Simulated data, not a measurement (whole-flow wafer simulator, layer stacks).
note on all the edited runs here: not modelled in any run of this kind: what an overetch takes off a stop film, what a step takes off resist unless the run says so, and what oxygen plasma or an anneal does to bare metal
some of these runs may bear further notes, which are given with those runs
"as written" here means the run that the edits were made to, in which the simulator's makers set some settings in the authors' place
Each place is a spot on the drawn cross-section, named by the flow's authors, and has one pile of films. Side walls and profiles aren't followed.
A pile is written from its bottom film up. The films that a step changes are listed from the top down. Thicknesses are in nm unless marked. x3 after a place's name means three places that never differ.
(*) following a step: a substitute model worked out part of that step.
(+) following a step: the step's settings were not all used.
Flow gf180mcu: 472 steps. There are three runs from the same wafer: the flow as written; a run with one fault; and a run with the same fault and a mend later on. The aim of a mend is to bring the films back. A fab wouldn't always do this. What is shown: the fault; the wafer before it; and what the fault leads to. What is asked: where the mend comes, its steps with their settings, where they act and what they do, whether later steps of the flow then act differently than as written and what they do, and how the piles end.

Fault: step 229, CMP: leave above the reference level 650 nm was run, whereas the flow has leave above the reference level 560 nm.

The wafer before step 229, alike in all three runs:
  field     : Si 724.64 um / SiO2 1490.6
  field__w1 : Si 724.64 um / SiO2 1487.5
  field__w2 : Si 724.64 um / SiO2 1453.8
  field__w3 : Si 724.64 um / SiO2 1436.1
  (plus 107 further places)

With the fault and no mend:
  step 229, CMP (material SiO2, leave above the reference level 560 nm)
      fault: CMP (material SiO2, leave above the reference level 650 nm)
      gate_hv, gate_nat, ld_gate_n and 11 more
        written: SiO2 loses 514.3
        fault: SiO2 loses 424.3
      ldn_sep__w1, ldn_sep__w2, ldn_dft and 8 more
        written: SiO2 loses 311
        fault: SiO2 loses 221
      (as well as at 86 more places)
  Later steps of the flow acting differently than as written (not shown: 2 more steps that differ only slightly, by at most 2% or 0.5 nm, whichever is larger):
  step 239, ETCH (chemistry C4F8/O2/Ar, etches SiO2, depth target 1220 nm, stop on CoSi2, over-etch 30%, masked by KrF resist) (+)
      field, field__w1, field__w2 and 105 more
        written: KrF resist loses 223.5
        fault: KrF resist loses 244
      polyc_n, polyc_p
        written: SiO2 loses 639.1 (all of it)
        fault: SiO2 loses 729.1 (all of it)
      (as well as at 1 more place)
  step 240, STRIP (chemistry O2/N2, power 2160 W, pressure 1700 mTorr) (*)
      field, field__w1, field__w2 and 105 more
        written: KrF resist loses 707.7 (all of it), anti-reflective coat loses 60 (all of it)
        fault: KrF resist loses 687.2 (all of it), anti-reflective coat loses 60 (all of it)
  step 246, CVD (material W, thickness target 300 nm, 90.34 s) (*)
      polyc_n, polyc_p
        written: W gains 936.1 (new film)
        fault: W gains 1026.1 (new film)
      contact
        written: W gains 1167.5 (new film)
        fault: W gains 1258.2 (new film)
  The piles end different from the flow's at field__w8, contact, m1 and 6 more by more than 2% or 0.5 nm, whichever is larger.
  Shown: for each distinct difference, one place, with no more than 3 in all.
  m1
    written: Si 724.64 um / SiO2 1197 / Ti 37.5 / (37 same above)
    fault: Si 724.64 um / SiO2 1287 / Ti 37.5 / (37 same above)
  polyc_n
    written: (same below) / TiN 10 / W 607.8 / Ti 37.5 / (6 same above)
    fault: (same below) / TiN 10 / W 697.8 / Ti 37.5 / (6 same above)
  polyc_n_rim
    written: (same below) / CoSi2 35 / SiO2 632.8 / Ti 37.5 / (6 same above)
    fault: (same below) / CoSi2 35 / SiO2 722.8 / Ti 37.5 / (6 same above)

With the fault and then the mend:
  The mend follows step 237.
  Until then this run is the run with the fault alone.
  step 237a, STRIP (chemistry O2/N2, power 2160 W, pressure 1700 mTorr) (*)
      field, field__w1, field__w2 and 105 more
        KrF resist loses 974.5 (all of it), anti-reflective coat loses 60 (all of it)
      contact, polyc_n, polyc_p
        anti-reflective coat loses 60 (all of it)
  step 237b, CMP (material SiO2, leave above the reference level 560 nm) (a further turn of the flow's step 229)
      field, field__w1, field__w2 and 108 more
        SiO2 loses 90
  step 237c, HMDS (120 C, 60 s) (a further turn of the flow's step 231)
      alters no film at any place that is followed
  step 237d, COAT (anti-reflective coat, thickness 60 nm, 182 C, 71 s) (a further turn of the flow's step 232)
      field, field__w1, field__w2 and 108 more
        anti-reflective coat gains 60 (new film)
  step 237e, COAT (KrF resist, thickness 1000 nm) (a further turn of the flow's step 233)
      field, field__w1, field__w2 and 108 more
        KrF resist gains 1000 (new film)
  step 237f, SOFTBAKE (KrF resist) (a further turn of the flow's step 234)
      alters no film at any place that is followed
  step 237g, EXPOSE (photomask Contact) (a further turn of the flow's step 235)
      alters no film at any place that is followed
  step 237h, PEB (KrF resist, 135 C, 90 s) (a further turn of the flow's step 236)
      field, field__w1, field__w2 and 108 more
        KrF resist loses 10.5
  step 237i, DEVELOP (KrF resist, thickness 1000 nm, 60 s) (a further turn of the flow's step 237)
      field, field__w1, field__w2 and 105 more
        KrF resist loses 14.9
      contact, polyc_n, polyc_p
        KrF resist loses 989.5 (all of it)
  None of the later steps of the flow acts differently than as written at any place that is followed.
  At every place that both follow, the piles at the end match the flow's.
